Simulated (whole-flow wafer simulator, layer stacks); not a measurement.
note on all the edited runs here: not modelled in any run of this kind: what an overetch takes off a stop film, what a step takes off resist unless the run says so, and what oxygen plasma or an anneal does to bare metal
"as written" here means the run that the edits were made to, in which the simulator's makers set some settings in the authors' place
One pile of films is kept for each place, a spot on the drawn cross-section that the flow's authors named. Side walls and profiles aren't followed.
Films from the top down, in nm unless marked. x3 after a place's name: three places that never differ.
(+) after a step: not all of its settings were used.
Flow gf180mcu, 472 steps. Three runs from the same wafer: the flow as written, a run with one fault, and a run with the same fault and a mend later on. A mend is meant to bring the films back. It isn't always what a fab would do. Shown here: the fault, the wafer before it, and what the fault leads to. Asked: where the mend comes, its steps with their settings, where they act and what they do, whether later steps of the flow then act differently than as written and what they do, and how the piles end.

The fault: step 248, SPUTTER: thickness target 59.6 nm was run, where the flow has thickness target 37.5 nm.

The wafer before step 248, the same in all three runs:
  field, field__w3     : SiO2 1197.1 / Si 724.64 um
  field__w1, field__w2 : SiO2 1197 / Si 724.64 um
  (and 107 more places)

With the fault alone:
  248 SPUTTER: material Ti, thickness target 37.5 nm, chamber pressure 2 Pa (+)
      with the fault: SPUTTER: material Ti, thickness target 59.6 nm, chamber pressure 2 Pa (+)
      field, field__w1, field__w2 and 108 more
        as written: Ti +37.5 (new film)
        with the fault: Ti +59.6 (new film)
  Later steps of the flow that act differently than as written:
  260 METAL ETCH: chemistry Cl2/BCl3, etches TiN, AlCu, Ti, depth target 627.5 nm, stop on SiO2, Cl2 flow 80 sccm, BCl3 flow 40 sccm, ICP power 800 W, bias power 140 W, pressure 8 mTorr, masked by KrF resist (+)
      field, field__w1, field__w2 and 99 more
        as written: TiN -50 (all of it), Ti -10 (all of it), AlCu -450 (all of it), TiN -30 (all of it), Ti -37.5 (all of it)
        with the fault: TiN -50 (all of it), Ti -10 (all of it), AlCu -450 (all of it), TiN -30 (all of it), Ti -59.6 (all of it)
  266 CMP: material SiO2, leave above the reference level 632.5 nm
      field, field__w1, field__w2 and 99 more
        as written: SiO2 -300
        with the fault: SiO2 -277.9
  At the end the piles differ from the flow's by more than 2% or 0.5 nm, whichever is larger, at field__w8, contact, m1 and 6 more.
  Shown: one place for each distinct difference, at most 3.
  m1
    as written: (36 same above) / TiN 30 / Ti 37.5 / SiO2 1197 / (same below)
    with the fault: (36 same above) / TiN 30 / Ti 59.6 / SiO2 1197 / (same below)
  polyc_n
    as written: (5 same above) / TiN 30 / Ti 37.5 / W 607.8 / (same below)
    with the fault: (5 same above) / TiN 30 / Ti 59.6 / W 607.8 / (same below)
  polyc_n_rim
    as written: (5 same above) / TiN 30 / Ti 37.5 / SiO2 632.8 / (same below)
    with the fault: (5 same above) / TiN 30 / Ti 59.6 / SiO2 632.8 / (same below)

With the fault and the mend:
  The mend comes after step 248.
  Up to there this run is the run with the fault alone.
  248a METAL ETCH: chemistry Cl2/BCl3, etches TiN, AlCu, Ti, depth target 22.1 nm, Cl2 flow 80 sccm, BCl3 flow 40 sccm, ICP power 800 W, bias power 140 W, pressure 8 mTorr
      field, field__w1, field__w2 and 108 more
        Ti -22.1
  No later step of the flow acts differently than as written at any place that is followed.
  At the end the piles are the same as the flow's at every place that both follow.
